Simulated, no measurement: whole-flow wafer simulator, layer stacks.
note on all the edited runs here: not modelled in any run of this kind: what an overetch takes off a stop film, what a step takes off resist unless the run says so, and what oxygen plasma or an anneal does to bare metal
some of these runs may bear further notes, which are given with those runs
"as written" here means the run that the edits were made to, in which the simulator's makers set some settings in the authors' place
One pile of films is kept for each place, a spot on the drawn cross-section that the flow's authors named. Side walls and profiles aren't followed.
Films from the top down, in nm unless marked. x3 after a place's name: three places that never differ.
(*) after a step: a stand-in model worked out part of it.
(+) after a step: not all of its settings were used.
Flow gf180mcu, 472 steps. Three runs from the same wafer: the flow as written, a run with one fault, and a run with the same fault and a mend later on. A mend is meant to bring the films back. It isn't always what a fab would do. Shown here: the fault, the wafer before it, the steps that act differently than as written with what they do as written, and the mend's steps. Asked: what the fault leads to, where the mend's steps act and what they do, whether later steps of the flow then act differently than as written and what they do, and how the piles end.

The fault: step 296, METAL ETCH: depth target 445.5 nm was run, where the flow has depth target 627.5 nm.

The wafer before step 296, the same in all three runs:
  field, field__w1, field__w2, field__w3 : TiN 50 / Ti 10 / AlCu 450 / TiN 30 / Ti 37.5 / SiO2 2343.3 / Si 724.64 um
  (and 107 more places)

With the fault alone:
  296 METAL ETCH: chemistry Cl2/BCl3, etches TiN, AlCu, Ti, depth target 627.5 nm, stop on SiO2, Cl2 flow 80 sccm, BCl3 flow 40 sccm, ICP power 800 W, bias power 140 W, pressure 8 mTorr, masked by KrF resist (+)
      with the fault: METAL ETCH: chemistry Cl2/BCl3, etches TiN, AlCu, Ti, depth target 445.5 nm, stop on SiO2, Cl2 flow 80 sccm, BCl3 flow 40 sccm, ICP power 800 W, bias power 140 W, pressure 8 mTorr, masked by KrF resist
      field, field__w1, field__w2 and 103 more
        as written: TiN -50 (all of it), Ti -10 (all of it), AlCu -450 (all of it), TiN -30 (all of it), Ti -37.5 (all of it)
        with the fault: TiN -50 (all of it), Ti -10 (all of it), AlCu -385.5
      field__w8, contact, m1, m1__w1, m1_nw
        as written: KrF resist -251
        with the fault: KrF resist -178.2
  Later steps of the flow that act differently than as written:
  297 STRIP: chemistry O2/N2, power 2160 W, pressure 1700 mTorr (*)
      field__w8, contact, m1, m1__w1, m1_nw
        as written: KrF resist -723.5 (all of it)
        with the fault: KrF resist -796.3 (all of it)
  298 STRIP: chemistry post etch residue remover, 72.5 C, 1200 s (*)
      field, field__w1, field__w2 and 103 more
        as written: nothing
        with the fault: AlCu -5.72
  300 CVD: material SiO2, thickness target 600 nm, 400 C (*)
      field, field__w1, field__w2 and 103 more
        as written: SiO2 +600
        with the fault: SiO2 +600 (new film)
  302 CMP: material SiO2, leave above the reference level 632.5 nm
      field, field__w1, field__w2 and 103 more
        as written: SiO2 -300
        with the fault: SiO2 -426.3
  At the end the piles differ from the flow's by more than 2% or 0.5 nm, whichever is larger, at field, field__w1, field__w2 and 104 more.
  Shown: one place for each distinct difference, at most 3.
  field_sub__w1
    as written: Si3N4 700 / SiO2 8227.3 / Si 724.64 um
    with the fault: Si3N4 700 / SiO2 5757.7 / AlCu 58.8 / TiN 30 / Ti 37.5 / SiO2 2343.2 / Si 724.64 um
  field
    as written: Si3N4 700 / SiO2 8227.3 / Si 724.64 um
    with the fault: Si3N4 700 / SiO2 5757.7 / AlCu 58.8 / TiN 30 / Ti 37.5 / SiO2 2343.3 / Si 724.64 um
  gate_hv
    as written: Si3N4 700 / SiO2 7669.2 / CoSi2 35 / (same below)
    with the fault: Si3N4 700 / SiO2 5757.7 / AlCu 58.8 / TiN 30 / Ti 37.5 / SiO2 1785.1 / CoSi2 35 / (same below)

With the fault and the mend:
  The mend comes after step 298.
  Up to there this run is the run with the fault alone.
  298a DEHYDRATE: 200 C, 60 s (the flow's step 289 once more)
      changes no film at any place that is followed
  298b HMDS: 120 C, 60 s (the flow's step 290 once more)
      changes no film at any place that is followed
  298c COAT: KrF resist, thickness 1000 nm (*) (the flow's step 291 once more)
      iso_ptap_pw, iso_ntap_nw, iso_nw_fld and 33 more
        KrF resist +1000 (new film)
      field__w6, field_sub, field_sub__w1 and 18 more
        KrF resist +1002.6 (new film)
      field__w11, field__w13, p_well and 7 more
        KrF resist +1003 (new film)
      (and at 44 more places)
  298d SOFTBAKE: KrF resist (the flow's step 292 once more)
      changes no film at any place that is followed
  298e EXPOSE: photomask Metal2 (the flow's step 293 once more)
      changes no film at any place that is followed
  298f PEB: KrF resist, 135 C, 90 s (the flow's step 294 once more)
      field__w1, field__w2, field__w3 and 56 more
        KrF resist -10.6
      iso_ptap_pw, iso_ntap_nw, iso_nw_fld and 33 more
        KrF resist -10.5
      gate_hv, sd_p, nw_sep_fld, polyc_n, polyc_n_rim
        KrF resist -10.7
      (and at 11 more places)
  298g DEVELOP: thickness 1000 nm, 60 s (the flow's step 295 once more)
      iso_ptap_pw, iso_ntap_nw, iso_nw_fld and 33 more
        KrF resist -989.5 (all of it)
      field_sub, field_sub__w1, field_sub__w2 and 14 more
        KrF resist -992.1 (all of it)
      field__w6, active_nat, gate_nat and 6 more
        KrF resist -992 (all of it)
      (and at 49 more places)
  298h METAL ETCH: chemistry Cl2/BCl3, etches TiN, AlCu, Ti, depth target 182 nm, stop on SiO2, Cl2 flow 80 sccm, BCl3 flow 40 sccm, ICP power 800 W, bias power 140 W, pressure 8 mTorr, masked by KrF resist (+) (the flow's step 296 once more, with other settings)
      field, field__w1, field__w2 and 103 more
        AlCu -58.8 (all of it), TiN -30 (all of it), Ti -37.5 (all of it)
      field__w8, contact, m1, m1__w1, m1_nw
        KrF resist -72.8
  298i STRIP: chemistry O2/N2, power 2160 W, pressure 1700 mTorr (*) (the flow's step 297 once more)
      field__w8
        KrF resist -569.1 (all of it)
      contact
        KrF resist -567.2 (all of it)
      m1
        KrF resist -569.9 (all of it)
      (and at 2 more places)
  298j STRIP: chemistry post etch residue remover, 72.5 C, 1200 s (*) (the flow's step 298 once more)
      field__w8, contact, m1, m1__w1, m1_nw
        TiN -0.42
  No later step of the flow acts differently than as written, at any place that is followed, by more than 2% or 0.5 nm, whichever is larger.
  At the end the piles differ from the flow's only slightly at the places that both follow, by at most 2% or 0.5 nm, whichever is larger.
